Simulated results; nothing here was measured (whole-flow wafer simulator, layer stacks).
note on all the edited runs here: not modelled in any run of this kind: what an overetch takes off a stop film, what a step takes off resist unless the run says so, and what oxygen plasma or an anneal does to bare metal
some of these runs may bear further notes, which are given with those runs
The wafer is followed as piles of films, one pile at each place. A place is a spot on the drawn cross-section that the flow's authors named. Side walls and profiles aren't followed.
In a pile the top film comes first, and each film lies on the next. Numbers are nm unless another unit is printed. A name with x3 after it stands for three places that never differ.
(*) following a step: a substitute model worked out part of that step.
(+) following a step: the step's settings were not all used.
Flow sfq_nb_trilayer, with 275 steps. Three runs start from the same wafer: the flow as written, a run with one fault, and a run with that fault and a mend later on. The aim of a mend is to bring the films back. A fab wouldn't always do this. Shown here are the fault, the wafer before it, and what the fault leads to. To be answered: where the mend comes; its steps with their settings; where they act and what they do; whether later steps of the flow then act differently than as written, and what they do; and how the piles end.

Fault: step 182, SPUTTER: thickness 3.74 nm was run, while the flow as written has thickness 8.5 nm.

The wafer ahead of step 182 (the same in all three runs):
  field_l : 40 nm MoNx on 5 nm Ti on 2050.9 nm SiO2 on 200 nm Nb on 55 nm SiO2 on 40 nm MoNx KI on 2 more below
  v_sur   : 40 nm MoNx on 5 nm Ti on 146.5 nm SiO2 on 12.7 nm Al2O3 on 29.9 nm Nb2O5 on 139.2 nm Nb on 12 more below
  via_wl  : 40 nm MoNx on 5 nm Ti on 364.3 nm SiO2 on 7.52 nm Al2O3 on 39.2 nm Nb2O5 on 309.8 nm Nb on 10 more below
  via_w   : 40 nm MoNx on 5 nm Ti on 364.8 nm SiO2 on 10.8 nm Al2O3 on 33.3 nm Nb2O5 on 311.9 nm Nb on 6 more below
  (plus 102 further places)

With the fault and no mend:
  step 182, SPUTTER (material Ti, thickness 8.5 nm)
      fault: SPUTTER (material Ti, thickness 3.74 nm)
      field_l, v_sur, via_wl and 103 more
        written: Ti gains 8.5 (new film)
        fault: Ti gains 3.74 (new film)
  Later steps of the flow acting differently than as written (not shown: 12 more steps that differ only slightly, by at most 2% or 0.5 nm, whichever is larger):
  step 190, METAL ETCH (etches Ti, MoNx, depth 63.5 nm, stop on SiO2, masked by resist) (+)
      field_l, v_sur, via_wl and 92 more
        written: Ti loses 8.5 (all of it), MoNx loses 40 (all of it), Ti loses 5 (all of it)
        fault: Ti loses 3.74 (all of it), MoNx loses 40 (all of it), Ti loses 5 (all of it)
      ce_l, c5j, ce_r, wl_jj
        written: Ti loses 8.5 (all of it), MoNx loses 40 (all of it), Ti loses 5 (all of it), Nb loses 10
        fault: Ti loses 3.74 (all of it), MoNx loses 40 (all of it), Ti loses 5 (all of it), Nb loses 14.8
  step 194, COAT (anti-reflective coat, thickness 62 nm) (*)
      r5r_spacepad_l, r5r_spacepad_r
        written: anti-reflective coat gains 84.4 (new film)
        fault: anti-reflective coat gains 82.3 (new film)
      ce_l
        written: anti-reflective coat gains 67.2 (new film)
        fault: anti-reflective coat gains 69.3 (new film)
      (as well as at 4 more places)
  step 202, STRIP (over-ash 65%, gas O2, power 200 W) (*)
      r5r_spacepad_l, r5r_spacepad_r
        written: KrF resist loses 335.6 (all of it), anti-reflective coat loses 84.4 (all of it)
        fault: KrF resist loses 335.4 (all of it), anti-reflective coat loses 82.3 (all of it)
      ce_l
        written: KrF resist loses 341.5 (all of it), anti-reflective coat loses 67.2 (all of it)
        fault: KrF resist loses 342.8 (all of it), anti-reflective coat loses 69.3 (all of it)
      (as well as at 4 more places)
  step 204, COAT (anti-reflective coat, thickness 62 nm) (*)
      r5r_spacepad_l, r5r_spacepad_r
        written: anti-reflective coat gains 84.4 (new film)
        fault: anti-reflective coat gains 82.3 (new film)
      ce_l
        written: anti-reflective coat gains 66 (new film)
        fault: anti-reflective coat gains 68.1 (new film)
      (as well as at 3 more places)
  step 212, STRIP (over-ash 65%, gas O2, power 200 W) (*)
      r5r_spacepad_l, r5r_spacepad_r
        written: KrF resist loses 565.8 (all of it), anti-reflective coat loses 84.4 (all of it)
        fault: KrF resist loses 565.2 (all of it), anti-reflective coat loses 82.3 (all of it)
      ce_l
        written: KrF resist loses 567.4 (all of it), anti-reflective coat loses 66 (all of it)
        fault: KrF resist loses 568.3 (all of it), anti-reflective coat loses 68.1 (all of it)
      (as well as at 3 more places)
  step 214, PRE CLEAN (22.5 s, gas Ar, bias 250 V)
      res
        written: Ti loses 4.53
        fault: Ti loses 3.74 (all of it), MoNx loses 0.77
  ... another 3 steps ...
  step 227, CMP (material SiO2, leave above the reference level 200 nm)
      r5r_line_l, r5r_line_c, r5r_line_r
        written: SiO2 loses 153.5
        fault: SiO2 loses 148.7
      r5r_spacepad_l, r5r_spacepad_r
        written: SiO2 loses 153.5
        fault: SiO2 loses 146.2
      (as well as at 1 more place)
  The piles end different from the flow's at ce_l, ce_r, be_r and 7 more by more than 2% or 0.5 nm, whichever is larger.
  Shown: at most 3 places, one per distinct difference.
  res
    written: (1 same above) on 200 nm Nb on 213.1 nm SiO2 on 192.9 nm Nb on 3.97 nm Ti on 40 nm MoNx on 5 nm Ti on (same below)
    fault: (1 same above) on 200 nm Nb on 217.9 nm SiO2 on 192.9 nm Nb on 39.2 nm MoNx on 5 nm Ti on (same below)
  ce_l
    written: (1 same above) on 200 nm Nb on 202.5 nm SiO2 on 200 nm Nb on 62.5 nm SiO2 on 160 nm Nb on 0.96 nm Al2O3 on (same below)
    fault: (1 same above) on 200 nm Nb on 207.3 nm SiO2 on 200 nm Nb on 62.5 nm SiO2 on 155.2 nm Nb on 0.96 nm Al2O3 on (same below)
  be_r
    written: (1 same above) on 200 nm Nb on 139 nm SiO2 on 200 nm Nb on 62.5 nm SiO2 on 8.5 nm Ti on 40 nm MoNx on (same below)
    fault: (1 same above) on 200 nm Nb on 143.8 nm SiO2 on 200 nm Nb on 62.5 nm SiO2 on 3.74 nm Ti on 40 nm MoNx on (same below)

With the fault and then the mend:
  The mend follows step 182.
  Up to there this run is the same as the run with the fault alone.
  step 182a, SPUTTER (material Ti, thickness 4.76 nm) (the flow's step 182, run once more with other settings)
      field_l, v_sur, via_wl and 103 more
        Ti gains 4.76
  None of the later steps of the flow differs from how it acts as written, at any place that is followed, by more than 2% or 0.5 nm, whichever is larger.
  When the end is reached, the piles differ only a little from the flow's at the places that both follow, at most by 2% or 0.5 nm, whichever is larger.
